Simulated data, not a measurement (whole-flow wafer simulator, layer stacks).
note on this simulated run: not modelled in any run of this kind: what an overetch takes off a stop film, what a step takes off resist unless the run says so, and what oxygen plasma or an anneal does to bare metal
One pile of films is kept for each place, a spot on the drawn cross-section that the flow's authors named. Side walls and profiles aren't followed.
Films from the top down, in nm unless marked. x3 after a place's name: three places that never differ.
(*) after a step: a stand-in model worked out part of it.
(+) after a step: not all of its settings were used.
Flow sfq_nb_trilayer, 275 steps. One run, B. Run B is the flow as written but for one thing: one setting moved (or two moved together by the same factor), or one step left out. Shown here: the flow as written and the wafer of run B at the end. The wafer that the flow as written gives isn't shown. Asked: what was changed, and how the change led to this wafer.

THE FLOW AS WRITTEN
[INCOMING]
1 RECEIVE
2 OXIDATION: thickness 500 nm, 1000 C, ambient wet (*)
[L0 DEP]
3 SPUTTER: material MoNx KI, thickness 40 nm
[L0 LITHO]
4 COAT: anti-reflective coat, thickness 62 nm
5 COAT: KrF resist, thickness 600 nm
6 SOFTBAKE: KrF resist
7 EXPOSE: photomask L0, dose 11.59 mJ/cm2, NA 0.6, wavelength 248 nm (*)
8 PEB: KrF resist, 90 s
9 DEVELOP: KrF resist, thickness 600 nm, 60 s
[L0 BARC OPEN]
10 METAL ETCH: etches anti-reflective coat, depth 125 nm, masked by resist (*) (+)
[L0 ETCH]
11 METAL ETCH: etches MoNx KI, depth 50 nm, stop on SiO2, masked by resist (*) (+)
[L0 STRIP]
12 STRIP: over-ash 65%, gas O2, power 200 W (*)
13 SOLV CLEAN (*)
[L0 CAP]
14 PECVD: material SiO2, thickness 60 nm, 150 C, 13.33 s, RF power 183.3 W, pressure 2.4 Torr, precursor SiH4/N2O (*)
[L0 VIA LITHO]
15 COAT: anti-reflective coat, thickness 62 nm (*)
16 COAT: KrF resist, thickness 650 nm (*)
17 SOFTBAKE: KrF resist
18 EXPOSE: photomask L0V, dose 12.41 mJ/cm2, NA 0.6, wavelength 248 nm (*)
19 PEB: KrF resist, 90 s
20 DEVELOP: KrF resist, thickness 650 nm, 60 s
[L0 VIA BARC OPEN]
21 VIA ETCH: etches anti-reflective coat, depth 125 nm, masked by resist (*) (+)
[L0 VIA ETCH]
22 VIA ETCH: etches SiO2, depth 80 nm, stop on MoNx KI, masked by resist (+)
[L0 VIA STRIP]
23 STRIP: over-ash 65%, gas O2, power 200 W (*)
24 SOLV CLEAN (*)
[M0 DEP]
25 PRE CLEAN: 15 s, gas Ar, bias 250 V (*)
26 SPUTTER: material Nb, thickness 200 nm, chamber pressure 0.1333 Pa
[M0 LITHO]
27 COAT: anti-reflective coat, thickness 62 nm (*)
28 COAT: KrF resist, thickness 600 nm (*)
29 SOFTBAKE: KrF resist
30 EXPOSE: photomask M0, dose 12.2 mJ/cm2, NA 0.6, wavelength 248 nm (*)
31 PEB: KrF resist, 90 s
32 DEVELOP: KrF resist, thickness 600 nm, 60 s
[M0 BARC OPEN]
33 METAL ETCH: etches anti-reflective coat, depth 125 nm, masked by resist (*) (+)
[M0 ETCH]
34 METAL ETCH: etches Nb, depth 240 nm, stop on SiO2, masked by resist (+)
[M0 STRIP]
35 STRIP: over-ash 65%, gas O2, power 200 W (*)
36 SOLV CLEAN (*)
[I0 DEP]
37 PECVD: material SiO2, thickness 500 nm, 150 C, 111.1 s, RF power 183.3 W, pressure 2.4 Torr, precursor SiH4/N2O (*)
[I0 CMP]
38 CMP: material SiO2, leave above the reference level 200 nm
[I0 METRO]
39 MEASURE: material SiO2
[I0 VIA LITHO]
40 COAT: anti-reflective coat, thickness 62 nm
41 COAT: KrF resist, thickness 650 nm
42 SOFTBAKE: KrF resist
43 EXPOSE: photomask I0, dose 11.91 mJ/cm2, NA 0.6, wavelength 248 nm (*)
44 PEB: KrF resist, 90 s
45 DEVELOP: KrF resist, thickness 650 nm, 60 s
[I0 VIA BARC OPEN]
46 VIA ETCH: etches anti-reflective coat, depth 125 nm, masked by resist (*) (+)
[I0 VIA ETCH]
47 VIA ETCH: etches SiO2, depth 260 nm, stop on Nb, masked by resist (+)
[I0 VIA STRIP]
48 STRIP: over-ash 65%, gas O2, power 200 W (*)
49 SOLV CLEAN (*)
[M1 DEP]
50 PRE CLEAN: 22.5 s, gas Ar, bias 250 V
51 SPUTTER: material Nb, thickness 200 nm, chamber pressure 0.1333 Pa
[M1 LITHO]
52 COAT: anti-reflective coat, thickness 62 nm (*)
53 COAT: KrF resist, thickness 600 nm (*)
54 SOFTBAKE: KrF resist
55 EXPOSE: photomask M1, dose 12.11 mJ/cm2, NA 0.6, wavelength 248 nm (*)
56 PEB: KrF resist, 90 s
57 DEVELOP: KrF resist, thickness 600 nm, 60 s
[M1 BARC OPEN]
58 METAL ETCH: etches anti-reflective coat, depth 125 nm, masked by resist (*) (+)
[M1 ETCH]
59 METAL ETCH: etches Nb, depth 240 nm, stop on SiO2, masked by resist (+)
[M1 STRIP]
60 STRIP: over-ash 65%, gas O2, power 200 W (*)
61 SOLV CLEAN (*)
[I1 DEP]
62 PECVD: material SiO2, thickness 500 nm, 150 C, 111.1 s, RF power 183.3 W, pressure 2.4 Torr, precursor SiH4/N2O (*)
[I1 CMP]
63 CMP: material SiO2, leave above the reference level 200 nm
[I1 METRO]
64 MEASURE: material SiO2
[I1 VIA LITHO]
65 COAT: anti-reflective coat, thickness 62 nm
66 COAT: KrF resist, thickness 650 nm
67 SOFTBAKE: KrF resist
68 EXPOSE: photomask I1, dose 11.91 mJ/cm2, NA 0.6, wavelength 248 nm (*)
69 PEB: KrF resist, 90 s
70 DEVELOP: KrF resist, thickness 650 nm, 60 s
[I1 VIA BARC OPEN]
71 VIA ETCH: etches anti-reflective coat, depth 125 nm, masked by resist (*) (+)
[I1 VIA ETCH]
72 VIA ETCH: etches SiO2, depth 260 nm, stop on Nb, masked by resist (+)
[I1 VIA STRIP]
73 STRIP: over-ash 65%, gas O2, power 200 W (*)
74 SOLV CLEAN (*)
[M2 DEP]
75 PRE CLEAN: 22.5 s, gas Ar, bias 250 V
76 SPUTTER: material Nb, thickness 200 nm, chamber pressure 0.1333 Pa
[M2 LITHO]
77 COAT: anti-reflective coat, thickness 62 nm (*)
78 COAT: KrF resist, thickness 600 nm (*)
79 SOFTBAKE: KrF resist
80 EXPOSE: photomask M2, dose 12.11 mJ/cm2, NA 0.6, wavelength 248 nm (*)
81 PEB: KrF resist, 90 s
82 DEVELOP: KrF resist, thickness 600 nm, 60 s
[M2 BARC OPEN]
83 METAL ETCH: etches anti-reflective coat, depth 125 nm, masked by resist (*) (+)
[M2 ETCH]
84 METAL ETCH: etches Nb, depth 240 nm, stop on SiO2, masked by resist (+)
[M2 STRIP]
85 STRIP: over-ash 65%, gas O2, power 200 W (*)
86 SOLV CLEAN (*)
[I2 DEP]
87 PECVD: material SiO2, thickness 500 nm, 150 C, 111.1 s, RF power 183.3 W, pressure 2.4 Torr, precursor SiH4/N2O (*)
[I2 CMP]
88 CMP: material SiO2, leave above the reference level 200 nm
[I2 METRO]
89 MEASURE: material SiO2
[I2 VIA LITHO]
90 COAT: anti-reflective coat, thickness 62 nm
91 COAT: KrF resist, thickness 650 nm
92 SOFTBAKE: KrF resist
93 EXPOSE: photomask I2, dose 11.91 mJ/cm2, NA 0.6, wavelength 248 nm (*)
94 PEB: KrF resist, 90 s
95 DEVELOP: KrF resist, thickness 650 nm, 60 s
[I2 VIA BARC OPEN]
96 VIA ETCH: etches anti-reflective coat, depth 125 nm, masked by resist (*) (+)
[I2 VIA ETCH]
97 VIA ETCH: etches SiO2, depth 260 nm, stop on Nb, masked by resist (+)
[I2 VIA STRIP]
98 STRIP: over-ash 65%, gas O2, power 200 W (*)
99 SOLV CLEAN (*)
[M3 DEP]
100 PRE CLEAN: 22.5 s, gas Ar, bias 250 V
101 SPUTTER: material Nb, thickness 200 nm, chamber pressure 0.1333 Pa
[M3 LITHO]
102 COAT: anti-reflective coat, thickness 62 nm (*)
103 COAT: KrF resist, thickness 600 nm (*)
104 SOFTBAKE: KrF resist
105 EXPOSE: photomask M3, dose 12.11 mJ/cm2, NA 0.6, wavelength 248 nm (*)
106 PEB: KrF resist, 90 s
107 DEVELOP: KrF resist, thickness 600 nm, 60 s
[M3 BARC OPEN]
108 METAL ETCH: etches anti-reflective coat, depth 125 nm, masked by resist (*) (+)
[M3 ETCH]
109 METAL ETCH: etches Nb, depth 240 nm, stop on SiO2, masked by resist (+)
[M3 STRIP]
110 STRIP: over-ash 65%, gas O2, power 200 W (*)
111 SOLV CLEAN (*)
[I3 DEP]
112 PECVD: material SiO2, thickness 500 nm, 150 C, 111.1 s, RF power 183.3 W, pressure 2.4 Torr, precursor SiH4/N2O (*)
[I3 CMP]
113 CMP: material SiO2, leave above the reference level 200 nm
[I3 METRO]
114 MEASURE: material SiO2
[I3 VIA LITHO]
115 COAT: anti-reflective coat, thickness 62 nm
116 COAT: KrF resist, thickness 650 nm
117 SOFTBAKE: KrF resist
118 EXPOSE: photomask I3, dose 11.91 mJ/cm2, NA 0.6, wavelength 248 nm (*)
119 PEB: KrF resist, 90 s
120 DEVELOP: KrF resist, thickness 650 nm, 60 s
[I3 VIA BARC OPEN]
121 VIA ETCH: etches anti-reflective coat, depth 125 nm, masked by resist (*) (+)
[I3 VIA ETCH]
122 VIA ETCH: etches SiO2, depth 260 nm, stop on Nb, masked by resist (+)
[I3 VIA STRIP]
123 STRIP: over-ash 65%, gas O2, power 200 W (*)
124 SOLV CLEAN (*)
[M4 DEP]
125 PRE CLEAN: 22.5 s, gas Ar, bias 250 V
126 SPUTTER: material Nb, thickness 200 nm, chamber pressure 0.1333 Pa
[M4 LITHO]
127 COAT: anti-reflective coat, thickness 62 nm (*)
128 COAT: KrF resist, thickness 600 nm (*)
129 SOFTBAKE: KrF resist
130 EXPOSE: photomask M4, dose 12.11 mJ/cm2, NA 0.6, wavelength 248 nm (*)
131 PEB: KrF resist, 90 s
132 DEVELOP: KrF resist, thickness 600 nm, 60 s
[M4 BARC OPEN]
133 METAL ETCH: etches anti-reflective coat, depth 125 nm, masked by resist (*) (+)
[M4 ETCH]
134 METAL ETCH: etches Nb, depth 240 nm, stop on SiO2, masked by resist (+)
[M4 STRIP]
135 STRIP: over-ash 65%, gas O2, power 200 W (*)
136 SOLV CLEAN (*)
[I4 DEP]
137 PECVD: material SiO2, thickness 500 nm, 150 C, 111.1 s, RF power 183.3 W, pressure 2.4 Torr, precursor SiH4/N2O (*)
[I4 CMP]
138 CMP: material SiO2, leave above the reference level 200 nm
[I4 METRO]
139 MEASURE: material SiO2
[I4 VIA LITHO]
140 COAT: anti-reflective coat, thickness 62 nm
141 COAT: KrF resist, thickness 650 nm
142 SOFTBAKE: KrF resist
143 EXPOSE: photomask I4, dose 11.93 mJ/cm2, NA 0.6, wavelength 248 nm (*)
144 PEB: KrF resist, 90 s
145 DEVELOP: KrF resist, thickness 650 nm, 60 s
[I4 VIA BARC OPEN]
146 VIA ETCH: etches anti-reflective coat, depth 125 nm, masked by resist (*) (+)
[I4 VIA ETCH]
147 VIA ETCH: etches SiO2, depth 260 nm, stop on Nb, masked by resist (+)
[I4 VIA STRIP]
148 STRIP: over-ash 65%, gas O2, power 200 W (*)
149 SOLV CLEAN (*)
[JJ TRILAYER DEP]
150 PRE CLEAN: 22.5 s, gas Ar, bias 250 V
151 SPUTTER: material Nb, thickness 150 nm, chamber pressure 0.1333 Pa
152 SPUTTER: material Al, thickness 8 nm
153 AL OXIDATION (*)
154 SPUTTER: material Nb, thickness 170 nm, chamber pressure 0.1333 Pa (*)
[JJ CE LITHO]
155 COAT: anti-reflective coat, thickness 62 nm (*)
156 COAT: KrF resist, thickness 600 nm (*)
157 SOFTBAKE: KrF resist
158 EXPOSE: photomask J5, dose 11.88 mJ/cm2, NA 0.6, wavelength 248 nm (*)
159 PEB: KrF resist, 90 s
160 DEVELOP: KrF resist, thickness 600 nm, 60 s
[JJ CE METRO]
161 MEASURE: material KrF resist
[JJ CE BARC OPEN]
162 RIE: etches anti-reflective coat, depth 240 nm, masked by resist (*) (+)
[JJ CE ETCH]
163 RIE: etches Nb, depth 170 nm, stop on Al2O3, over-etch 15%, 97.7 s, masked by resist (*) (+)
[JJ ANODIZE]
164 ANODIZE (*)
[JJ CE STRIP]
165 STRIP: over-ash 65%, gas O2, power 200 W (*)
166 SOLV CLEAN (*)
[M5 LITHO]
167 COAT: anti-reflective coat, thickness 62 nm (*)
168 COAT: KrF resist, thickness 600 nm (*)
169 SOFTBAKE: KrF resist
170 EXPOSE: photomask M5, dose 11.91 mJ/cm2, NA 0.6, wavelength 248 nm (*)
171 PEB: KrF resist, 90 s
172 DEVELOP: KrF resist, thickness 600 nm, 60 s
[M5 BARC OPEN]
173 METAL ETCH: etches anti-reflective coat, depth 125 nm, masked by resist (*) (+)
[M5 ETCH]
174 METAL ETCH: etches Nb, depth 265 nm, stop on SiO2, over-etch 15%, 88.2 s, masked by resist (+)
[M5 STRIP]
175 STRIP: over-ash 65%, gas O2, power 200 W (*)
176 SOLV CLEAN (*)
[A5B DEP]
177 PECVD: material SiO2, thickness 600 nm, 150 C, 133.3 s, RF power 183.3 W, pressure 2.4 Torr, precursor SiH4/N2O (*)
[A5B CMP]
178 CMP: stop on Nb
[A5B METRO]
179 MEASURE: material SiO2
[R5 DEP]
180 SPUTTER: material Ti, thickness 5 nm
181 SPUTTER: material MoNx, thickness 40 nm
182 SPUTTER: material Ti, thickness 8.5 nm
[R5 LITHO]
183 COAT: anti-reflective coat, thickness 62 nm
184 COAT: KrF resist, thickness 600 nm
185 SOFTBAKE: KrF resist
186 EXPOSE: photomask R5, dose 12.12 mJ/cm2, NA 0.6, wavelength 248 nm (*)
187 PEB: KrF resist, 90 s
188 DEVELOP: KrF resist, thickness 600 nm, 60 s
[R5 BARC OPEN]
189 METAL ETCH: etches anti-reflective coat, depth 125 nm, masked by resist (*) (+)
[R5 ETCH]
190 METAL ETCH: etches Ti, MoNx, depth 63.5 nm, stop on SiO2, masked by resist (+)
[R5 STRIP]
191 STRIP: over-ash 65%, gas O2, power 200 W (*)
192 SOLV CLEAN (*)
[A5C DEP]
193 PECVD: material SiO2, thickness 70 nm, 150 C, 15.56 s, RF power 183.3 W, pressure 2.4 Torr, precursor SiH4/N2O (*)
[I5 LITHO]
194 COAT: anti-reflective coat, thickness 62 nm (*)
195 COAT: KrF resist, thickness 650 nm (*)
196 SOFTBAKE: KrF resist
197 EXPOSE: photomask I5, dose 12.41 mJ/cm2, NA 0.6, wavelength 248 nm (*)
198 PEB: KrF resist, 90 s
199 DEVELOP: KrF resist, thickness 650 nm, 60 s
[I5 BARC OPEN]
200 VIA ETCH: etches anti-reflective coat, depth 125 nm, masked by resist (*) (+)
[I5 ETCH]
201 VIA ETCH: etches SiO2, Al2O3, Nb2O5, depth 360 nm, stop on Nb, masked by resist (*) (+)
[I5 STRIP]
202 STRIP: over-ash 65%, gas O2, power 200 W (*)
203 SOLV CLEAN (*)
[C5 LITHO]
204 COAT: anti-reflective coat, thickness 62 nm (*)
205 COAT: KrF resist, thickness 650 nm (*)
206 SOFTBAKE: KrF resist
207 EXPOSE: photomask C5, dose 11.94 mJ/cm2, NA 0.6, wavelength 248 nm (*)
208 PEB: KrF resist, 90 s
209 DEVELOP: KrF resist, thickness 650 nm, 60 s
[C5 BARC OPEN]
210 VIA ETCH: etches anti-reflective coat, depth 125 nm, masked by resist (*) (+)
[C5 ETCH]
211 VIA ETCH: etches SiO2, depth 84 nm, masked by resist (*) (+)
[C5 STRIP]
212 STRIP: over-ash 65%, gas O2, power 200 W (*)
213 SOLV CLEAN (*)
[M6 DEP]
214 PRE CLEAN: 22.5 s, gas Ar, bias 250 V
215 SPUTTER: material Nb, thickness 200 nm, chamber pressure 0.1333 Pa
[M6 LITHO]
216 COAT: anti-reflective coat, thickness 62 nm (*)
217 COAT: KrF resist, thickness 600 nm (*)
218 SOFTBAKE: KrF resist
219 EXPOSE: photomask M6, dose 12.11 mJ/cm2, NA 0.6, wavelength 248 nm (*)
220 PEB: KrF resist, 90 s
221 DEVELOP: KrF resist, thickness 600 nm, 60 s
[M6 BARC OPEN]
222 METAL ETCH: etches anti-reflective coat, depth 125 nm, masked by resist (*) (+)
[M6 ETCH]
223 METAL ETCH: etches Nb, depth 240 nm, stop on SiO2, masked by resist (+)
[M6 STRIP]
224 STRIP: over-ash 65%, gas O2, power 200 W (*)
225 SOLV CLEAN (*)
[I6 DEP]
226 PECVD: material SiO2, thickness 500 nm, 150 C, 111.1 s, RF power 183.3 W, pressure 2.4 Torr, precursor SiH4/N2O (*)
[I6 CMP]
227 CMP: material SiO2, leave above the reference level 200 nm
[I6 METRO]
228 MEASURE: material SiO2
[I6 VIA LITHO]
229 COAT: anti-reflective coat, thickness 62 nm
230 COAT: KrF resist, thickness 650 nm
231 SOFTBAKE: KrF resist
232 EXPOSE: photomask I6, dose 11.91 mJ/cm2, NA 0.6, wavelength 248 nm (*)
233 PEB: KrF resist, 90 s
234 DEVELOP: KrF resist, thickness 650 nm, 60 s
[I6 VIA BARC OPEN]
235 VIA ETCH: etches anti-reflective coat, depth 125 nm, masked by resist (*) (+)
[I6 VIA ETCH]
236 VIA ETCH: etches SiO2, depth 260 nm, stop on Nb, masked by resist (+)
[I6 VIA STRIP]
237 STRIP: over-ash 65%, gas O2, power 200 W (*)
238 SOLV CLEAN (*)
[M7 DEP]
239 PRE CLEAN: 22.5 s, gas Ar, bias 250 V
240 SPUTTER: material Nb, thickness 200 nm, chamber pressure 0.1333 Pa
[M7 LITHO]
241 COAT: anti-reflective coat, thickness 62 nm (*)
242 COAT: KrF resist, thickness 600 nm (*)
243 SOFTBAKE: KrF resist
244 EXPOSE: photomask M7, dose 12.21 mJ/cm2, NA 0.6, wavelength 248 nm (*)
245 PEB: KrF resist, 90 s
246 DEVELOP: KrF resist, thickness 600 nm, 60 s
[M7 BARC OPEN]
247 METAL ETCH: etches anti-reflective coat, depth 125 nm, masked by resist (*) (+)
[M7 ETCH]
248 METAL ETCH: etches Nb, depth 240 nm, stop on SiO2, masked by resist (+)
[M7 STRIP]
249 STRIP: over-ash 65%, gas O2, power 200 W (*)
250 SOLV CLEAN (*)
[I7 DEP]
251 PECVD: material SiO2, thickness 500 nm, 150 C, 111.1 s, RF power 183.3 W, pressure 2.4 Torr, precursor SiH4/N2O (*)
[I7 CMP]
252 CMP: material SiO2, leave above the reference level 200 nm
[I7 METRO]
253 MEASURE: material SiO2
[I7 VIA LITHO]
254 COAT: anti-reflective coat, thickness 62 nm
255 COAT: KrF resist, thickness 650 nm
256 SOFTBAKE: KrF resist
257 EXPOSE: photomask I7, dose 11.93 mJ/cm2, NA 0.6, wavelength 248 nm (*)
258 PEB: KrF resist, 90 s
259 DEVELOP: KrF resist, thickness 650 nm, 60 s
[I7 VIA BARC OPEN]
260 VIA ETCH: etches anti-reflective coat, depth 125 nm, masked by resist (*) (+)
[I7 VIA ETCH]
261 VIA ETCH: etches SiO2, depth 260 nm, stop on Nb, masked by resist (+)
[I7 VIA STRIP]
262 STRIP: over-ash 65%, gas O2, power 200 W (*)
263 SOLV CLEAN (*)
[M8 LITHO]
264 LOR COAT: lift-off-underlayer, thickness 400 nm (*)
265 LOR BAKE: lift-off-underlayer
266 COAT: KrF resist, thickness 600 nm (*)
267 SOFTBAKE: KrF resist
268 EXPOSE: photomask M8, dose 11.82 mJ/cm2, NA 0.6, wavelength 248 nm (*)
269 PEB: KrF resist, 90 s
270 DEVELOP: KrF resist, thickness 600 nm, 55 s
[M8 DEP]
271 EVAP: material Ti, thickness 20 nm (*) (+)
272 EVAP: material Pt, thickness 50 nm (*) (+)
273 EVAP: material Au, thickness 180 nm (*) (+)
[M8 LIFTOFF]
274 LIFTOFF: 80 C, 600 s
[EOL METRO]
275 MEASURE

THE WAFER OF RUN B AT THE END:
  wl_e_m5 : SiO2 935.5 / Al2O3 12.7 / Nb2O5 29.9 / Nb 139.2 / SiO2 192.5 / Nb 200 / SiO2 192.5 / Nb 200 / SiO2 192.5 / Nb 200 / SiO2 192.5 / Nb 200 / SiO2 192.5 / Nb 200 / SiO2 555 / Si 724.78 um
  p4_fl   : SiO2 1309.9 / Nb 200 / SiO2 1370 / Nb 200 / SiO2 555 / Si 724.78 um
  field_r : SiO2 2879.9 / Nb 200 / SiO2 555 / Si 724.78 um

The cause: step 227, CMP: leave above the reference level 134 nm was run, where the flow has leave above the reference level 200 nm.

How the change led to this, step by step:
  227 CMP: material SiO2, leave above the reference level 200 nm
      field_l, p4_fl, p4_fm and 59 more: SiO2 -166 (as written it would be: SiO2 -100)
      v_sur, via_wl, via_w and 15 more: SiO2 -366 (as written it would be: SiO2 -300)
      (and at 26 more places)
  236 VIA ETCH: etches SiO2, depth 260 nm, stop on Nb, masked by resist (+)
      field_l, v_sur, via_wl and 102 more: KrF resist -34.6 (as written it would be: KrF resist -44.8)
      via_v: SiO2 -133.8 (all of it) (as written it would be: SiO2 -199.8 (all of it))
  240 SPUTTER: material Nb, thickness 200 nm, chamber pressure 0.1333 Pa
      via_v: Nb +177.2 (as written it would be: Nb +161.1)
  241 COAT: anti-reflective coat, thickness 62 nm (*)
      via_sp: anti-reflective coat +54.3 (new film) (as written it would be: anti-reflective coat +53.1 (new film))
      via_v: anti-reflective coat +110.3 (new film) (as written it would be: anti-reflective coat +126 (new film))
      (and at 1 more place)
  242 COAT: KrF resist, thickness 600 nm (*)
      via_v: KrF resist +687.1 (new film) (as written it would be: KrF resist +742.5 (new film))
  249 STRIP: over-ash 65%, gas O2, power 200 W (*)
      via_sp: KrF resist -378.2 (all of it), anti-reflective coat -54.3 (all of it) (as written it would be: KrF resist -373.6 (all of it), anti-reflective coat -53.1 (all of it))
      via_v: KrF resist -469.2 (all of it), anti-reflective coat -110.3 (all of it) (as written it would be: KrF resist -524.5 (all of it), anti-reflective coat -126 (all of it))
      (and at 1 more place)
  251 PECVD: material SiO2, thickness 500 nm, 150 C, 111.1 s, RF power 183.3 W, pressure 2.4 Torr, precursor SiH4/N2O (*)
      via_v: SiO2 +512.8 (new film) (as written it would be: SiO2 +621 (new film))
  252 CMP: material SiO2, leave above the reference level 200 nm
      via_v: SiO2 -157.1 (as written it would be: SiO2 -183.1)
